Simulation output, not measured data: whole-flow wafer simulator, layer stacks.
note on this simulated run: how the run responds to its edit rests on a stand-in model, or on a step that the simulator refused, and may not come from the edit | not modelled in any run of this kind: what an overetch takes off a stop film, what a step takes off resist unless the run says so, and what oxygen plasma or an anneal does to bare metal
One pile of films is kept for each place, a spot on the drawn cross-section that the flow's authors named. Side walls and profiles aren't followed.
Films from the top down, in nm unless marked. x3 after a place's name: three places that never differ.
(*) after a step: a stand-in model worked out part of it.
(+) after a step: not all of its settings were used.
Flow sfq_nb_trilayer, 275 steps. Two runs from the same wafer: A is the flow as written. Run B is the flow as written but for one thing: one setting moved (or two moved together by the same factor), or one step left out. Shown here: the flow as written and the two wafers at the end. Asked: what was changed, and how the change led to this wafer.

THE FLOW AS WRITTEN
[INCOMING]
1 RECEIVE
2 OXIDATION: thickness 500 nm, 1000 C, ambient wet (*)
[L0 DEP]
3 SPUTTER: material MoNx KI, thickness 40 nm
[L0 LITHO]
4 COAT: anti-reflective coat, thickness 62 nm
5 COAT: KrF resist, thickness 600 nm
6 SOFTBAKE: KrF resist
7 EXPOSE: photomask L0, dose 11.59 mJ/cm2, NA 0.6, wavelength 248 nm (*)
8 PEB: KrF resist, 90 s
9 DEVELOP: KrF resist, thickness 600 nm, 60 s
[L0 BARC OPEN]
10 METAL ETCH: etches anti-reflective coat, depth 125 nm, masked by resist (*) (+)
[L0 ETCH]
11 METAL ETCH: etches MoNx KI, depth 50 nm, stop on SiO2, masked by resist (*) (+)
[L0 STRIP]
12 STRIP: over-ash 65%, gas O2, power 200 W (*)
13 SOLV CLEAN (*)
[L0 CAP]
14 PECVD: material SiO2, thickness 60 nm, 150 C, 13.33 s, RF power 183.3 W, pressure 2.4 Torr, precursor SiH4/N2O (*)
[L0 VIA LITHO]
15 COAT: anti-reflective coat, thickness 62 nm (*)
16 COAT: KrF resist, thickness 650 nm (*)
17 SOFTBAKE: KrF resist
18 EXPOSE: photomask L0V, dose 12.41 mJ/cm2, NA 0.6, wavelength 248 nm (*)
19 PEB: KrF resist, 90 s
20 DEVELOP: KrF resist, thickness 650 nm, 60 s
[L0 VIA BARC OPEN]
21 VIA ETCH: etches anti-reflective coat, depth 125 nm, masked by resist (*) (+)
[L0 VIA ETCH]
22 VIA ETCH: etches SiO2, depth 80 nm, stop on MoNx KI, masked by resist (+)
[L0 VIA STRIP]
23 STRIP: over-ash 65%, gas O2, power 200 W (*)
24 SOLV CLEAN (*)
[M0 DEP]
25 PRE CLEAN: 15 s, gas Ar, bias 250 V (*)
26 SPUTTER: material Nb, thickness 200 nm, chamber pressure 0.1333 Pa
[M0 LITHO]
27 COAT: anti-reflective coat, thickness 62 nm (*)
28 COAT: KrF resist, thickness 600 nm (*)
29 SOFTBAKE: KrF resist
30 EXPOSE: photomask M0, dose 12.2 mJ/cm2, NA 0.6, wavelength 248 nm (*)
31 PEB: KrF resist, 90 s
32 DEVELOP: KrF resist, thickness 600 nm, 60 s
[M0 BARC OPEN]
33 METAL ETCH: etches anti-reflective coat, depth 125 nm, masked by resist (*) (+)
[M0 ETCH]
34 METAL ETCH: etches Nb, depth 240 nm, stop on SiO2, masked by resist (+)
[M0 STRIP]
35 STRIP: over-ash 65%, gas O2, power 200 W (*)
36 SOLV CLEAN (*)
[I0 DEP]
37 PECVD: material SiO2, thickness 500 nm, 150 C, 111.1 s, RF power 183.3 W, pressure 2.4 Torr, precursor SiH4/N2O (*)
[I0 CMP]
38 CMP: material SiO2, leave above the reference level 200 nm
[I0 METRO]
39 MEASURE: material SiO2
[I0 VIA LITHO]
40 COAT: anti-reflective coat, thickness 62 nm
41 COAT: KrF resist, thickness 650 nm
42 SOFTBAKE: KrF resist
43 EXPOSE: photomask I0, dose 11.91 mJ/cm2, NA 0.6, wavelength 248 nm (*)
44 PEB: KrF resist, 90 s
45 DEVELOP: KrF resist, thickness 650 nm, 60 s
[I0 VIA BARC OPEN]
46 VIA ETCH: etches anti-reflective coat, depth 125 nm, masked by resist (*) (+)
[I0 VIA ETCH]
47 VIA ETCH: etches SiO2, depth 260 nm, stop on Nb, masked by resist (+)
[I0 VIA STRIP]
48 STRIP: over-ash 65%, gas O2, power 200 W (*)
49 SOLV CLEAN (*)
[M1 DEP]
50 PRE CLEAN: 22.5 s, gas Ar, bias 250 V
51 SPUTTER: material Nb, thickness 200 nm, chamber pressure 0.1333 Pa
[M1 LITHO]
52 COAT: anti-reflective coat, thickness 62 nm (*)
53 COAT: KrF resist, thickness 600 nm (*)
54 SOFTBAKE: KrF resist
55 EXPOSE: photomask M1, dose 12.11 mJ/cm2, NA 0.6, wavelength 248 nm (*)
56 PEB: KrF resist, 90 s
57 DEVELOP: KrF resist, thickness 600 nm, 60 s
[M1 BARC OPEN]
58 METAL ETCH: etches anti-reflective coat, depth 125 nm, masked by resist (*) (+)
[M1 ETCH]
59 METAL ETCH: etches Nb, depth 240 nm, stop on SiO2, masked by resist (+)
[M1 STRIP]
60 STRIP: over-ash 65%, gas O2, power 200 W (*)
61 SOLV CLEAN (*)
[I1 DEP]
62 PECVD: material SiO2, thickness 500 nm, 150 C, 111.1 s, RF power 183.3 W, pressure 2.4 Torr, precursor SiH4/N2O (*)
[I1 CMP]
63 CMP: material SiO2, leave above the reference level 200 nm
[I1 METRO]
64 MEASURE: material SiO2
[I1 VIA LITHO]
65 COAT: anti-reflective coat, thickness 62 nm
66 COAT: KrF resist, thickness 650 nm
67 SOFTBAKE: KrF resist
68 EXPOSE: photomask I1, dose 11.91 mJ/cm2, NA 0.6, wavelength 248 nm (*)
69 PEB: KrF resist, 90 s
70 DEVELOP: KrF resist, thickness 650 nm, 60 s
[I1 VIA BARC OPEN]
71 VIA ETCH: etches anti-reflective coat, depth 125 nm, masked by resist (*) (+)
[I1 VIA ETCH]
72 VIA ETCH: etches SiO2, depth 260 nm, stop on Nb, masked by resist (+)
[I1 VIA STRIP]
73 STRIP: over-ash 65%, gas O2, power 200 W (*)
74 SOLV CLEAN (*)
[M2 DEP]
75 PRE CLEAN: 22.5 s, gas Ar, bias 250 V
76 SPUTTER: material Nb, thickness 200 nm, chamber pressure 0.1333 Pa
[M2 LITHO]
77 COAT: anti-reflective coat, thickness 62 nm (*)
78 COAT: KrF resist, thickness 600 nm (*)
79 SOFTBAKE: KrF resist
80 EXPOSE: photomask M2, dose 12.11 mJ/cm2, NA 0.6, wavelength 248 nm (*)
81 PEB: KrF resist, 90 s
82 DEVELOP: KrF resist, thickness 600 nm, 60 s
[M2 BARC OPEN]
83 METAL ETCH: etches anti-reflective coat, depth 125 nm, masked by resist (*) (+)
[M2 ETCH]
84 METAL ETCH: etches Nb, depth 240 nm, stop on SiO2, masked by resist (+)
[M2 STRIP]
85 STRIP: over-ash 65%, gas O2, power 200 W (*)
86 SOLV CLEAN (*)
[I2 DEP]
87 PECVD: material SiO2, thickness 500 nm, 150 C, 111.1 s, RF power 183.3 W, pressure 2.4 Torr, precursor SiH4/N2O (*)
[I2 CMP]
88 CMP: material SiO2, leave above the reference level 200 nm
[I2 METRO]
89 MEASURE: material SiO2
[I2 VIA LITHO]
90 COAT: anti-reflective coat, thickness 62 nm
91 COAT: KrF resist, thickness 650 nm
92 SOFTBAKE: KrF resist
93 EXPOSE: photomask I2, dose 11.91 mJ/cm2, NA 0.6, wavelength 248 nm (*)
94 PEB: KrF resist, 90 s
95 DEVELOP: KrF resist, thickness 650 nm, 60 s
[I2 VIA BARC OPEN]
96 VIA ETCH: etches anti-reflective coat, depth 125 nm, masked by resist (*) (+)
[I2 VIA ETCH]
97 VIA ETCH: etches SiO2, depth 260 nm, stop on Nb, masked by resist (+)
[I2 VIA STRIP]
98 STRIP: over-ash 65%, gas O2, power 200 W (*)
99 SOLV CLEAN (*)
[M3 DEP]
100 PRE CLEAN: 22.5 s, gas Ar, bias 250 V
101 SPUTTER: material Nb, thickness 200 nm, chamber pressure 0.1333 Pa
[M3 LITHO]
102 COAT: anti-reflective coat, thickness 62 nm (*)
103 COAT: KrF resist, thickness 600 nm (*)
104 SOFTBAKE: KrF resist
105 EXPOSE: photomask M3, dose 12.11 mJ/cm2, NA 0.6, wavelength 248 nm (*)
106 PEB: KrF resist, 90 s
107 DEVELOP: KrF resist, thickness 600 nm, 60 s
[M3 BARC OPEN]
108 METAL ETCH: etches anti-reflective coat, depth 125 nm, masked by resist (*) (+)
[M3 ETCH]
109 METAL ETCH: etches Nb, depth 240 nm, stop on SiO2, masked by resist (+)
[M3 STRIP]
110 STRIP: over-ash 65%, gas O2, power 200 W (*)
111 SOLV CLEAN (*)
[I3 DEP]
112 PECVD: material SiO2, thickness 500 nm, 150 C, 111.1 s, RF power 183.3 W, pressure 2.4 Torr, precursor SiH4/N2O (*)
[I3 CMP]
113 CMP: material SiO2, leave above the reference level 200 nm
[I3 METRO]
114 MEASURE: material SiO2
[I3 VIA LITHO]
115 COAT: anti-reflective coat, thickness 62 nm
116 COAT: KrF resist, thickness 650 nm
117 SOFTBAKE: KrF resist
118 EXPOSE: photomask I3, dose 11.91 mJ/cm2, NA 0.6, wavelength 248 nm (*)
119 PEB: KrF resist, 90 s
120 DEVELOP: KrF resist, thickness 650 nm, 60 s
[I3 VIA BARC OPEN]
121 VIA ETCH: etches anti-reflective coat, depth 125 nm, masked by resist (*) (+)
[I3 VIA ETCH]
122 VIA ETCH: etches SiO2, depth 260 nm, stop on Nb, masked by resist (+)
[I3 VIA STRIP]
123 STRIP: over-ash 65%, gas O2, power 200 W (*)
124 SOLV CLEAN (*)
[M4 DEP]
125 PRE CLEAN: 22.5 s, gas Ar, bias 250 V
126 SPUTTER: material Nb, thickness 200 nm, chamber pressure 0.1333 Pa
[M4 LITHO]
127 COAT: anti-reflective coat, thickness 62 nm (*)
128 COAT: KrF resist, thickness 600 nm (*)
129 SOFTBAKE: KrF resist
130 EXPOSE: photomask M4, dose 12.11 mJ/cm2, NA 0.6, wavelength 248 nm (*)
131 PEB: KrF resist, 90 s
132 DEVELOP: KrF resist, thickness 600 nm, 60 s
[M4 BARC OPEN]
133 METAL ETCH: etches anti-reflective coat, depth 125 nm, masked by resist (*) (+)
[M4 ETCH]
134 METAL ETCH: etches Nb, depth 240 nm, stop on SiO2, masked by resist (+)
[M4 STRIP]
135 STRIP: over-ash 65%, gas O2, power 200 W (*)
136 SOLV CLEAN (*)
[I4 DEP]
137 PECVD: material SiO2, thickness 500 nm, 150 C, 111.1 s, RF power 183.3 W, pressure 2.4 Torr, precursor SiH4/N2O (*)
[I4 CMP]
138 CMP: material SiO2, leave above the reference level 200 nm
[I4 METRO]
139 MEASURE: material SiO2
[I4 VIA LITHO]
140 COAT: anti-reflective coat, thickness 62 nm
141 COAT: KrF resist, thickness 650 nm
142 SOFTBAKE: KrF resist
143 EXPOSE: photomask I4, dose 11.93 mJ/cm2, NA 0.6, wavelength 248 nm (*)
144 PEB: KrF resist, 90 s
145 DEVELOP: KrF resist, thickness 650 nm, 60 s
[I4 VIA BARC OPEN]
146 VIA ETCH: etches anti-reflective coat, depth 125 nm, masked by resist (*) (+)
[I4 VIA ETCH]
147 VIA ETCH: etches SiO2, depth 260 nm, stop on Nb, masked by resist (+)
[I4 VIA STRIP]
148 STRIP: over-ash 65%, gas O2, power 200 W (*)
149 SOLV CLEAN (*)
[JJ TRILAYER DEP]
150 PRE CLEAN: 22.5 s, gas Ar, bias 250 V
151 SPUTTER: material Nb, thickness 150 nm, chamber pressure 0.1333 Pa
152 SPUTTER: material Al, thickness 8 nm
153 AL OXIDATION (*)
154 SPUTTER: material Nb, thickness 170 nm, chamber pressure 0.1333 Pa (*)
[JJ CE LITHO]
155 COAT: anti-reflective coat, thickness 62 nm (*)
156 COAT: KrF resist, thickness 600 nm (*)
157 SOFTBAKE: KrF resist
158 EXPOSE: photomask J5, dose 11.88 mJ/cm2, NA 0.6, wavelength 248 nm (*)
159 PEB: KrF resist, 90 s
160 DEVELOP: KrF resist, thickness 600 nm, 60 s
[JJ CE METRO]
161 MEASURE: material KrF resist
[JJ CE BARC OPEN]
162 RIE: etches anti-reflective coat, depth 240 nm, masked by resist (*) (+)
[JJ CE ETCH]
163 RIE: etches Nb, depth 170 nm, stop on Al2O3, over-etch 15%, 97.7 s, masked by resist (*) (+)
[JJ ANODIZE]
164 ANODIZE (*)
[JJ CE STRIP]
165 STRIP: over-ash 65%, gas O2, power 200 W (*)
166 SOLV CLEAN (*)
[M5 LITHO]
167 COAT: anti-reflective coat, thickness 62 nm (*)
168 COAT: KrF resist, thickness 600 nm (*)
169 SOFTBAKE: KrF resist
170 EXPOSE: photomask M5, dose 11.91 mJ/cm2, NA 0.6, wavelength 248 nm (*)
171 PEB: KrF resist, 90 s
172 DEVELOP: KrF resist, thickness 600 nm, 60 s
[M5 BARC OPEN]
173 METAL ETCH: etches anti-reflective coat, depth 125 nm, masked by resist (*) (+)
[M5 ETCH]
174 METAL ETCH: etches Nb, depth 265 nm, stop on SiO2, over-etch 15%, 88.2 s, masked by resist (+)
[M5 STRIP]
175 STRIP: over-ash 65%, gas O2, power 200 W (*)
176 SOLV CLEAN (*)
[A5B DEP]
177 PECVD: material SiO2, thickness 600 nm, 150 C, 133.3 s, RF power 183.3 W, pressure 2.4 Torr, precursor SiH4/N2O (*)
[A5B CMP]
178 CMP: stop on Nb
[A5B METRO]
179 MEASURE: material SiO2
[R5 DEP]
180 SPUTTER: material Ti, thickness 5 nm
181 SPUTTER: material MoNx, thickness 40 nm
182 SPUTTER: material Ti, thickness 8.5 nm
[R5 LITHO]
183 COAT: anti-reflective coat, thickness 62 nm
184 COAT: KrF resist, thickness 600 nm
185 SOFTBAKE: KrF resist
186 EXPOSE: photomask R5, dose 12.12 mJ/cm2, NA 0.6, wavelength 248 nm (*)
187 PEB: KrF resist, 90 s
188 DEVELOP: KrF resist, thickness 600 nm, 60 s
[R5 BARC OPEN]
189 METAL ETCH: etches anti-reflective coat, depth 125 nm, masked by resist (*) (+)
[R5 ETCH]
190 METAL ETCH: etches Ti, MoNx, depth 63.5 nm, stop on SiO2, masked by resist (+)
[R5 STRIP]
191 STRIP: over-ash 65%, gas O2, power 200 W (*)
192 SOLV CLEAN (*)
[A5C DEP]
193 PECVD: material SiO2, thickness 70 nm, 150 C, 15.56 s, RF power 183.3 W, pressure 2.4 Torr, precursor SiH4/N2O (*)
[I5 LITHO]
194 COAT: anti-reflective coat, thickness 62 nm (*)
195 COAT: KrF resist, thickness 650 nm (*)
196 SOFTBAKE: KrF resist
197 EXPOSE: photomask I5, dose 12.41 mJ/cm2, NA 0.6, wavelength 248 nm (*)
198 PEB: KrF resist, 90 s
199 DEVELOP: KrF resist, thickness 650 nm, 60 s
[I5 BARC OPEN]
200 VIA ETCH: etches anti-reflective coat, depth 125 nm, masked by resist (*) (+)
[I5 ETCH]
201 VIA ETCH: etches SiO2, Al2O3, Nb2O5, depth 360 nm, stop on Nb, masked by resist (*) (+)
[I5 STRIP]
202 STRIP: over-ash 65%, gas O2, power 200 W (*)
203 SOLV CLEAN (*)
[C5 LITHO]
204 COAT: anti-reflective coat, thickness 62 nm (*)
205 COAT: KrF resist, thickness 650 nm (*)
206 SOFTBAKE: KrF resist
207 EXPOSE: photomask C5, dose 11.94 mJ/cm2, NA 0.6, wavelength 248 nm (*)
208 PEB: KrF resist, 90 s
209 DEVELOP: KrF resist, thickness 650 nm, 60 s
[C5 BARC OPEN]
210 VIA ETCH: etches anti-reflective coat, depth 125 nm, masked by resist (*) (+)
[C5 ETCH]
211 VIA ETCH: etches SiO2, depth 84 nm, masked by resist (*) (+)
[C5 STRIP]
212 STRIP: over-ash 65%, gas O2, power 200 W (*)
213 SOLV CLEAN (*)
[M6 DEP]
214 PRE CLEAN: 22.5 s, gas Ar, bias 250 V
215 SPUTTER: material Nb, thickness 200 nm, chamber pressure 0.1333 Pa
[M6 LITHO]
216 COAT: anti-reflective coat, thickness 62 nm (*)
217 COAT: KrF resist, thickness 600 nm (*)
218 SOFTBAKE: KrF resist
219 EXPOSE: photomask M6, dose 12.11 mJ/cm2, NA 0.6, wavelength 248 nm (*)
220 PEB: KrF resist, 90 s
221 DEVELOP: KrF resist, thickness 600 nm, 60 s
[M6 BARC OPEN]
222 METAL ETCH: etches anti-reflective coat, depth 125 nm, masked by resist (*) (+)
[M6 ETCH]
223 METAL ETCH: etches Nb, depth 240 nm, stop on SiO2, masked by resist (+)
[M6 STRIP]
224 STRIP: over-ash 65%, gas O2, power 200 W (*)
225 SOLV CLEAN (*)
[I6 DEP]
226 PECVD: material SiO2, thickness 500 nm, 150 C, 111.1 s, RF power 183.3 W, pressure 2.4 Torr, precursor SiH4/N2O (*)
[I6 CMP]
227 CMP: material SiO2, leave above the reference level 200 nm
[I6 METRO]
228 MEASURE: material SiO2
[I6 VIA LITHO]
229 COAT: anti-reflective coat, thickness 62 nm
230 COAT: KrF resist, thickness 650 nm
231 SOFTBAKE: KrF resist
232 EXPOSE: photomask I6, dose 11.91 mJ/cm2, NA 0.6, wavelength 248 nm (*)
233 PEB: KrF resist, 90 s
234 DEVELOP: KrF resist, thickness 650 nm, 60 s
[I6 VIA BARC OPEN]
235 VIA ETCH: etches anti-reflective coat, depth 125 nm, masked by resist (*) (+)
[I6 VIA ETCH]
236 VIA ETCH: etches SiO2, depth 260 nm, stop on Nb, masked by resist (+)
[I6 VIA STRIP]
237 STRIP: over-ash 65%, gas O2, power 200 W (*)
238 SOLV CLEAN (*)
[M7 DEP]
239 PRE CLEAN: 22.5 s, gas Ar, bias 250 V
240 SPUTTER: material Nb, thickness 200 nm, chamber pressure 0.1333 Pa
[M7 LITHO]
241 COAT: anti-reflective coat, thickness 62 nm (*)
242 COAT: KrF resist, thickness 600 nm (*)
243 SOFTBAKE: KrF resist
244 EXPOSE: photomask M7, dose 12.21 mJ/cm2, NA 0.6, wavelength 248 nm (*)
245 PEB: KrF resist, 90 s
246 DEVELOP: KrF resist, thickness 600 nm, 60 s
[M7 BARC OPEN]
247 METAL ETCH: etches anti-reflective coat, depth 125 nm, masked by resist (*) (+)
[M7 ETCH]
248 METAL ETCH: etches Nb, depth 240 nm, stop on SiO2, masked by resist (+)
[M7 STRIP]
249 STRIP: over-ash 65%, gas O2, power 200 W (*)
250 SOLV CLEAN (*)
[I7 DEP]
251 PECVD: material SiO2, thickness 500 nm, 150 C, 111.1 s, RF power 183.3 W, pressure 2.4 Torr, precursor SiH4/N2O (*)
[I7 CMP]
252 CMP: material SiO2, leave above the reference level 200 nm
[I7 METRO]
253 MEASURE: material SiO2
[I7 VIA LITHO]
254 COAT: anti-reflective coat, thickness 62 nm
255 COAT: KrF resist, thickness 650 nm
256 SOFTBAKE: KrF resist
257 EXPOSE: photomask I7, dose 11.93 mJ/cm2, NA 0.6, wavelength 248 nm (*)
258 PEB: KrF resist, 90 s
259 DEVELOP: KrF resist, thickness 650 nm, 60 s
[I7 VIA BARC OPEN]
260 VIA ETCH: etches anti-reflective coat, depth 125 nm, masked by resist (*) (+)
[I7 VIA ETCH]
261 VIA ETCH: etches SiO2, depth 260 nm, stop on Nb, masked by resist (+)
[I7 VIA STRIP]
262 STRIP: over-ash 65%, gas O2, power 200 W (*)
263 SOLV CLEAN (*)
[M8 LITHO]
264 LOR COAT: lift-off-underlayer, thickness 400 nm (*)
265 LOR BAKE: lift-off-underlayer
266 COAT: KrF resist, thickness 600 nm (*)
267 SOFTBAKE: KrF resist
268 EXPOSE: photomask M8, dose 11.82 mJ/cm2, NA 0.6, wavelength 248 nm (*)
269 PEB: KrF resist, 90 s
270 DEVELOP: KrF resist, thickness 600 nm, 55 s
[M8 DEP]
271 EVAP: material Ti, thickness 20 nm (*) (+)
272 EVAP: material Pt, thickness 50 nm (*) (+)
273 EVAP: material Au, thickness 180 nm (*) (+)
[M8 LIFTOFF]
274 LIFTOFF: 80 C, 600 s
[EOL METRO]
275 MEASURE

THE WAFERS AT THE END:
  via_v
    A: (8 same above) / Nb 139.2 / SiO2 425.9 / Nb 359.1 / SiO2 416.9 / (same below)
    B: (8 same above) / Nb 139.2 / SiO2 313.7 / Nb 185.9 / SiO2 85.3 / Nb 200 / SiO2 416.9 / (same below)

The cause: step 122, VIA ETCH: depth 107 nm was run, where the flow has depth 260 nm.

How the change led to this, step by step:
  122 VIA ETCH: etches SiO2, depth 260 nm, stop on Nb, masked by resist (+)
      via_v: A SiO2 -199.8 (all of it) | B SiO2 -107
      field_l, v_sur, via_wl and 102 more: A KrF resist -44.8 | B KrF resist -18.4
  123 STRIP: over-ash 65%, gas O2, power 200 W (*)
      field_l, v_sur, via_wl and 102 more: A KrF resist -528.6 (all of it), anti-reflective coat -62 (all of it) | B KrF resist -555 (all of it), anti-reflective coat -62 (all of it)
  125 PRE CLEAN: 22.5 s, gas Ar, bias 250 V
      via_v: A Nb -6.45 | B SiO2 -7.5
  126 SPUTTER: material Nb, thickness 200 nm, chamber pressure 0.1333 Pa
      via_v: A Nb +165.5 | B Nb +185.9 (new film)
  127 COAT: anti-reflective coat, thickness 62 nm (*)
      via_sp: A anti-reflective coat +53 (new film) | B anti-reflective coat +51.5 (new film)
      via_v: A anti-reflective coat +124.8 (new film) | B anti-reflective coat +108.9 (new film)
      (and at 1 more place)
  128 COAT: KrF resist, thickness 600 nm (*)
      via_v: A KrF resist +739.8 (new film) | B KrF resist +657.9 (new film)
  135 STRIP: over-ash 65%, gas O2, power 200 W (*)
      via_sp: A KrF resist -373.9 (all of it), anti-reflective coat -53 (all of it) | B KrF resist -382.6 (all of it), anti-reflective coat -51.5 (all of it)
      via_v: A KrF resist -521.8 (all of it), anti-reflective coat -124.8 (all of it) | B KrF resist -440.1 (all of it), anti-reflective coat -108.9 (all of it)
      (and at 1 more place)
  137 PECVD: material SiO2, thickness 500 nm, 150 C, 111.1 s, RF power 183.3 W, pressure 2.4 Torr, precursor SiH4/N2O (*)
      via_v: A SiO2 +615 (new film) | B SiO2 +500 (new film)
Counting metal films that touch as one body, via_v has 7 bodies (between them, from the top down: SiO2 437.8; SiO2 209 / Al2O3 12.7 / Nb2O5 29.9; SiO2 313.7; SiO2 85.3; SiO2 416.9; SiO2 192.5); the flow as written gives 6 bodies (between them, from the top down: SiO2 437.8; SiO2 209 / Al2O3 12.7 / Nb2O5 29.9; SiO2 425.9; SiO2 416.9; SiO2 192.5).
